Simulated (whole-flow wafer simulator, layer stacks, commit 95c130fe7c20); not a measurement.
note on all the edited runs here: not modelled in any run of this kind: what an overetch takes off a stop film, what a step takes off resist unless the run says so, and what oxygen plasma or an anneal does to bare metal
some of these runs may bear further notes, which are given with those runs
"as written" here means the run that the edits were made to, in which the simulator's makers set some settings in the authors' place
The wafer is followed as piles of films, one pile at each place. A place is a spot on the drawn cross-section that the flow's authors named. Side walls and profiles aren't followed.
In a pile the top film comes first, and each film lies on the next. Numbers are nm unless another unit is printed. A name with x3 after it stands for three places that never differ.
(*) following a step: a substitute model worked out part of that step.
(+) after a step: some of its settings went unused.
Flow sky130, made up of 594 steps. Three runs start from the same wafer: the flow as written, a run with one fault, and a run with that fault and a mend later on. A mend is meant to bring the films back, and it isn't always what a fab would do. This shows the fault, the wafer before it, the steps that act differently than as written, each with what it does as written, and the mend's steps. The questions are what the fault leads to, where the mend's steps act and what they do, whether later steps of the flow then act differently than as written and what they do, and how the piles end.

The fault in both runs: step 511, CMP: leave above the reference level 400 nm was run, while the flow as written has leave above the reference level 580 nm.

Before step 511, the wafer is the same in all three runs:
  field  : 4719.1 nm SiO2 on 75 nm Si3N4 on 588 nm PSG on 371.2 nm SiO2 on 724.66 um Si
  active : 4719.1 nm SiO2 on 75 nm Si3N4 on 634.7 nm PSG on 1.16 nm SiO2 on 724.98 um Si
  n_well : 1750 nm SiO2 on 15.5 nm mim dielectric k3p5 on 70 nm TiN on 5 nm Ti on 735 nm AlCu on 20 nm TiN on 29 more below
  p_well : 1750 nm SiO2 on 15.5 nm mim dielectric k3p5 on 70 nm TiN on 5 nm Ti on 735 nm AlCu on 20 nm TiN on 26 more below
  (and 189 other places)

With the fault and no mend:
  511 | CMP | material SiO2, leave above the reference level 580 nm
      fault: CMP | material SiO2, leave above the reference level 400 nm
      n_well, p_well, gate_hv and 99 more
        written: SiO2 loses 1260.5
        fault: SiO2 loses 1440.5
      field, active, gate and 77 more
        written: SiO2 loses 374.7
        fault: SiO2 loses 554.7
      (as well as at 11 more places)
  Steps further on in the flow that do not act as written:
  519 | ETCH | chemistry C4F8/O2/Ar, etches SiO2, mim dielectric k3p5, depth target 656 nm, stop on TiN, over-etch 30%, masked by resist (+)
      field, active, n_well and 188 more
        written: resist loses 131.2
        fault: resist loses 84.7
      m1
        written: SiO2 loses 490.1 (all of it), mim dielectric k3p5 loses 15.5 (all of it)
        fault: SiO2 loses 310.1 (all of it), mim dielectric k3p5 loses 15.5 (all of it)
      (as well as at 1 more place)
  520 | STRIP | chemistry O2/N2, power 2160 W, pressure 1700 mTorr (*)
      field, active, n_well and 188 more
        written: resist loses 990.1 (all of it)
        fault: resist loses 1036.6 (all of it)
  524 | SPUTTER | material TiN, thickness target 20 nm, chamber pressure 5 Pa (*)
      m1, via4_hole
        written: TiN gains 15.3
        fault: TiN gains 16.6
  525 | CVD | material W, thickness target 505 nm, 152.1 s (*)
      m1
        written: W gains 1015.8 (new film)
        fault: W gains 637.7 (new film)
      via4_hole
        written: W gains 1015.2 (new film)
        fault: W gains 638.8 (new film)
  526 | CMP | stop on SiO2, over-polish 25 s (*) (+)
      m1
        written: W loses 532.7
        fault: W loses 335.9
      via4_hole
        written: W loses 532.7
        fault: W loses 337.6
  The piles end different from the flow's at field, active, n_well and 190 more by more than 2% or 0.5 nm, whichever is larger.
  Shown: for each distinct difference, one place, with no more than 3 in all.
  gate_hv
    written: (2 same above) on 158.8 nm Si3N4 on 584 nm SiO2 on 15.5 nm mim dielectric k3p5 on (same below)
    fault: (2 same above) on 158.8 nm Si3N4 on 404 nm SiO2 on 15.5 nm mim dielectric k3p5 on (same below)
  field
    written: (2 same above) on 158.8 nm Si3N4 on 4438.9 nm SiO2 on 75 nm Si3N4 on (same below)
    fault: (2 same above) on 158.8 nm Si3N4 on 4258.9 nm SiO2 on 75 nm Si3N4 on (same below)
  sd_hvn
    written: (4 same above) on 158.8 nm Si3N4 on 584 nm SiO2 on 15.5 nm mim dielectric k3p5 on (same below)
    fault: (4 same above) on 158.8 nm Si3N4 on 404 nm SiO2 on 15.5 nm mim dielectric k3p5 on (same below)

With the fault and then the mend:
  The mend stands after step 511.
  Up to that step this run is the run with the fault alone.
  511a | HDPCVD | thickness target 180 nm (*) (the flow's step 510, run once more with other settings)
      field, active, n_well and 190 more
        SiO2 gains 180
  Later steps of the flow that are run all act as written at every place that is followed.
  The piles end the same as the flow's at every place that both follow.
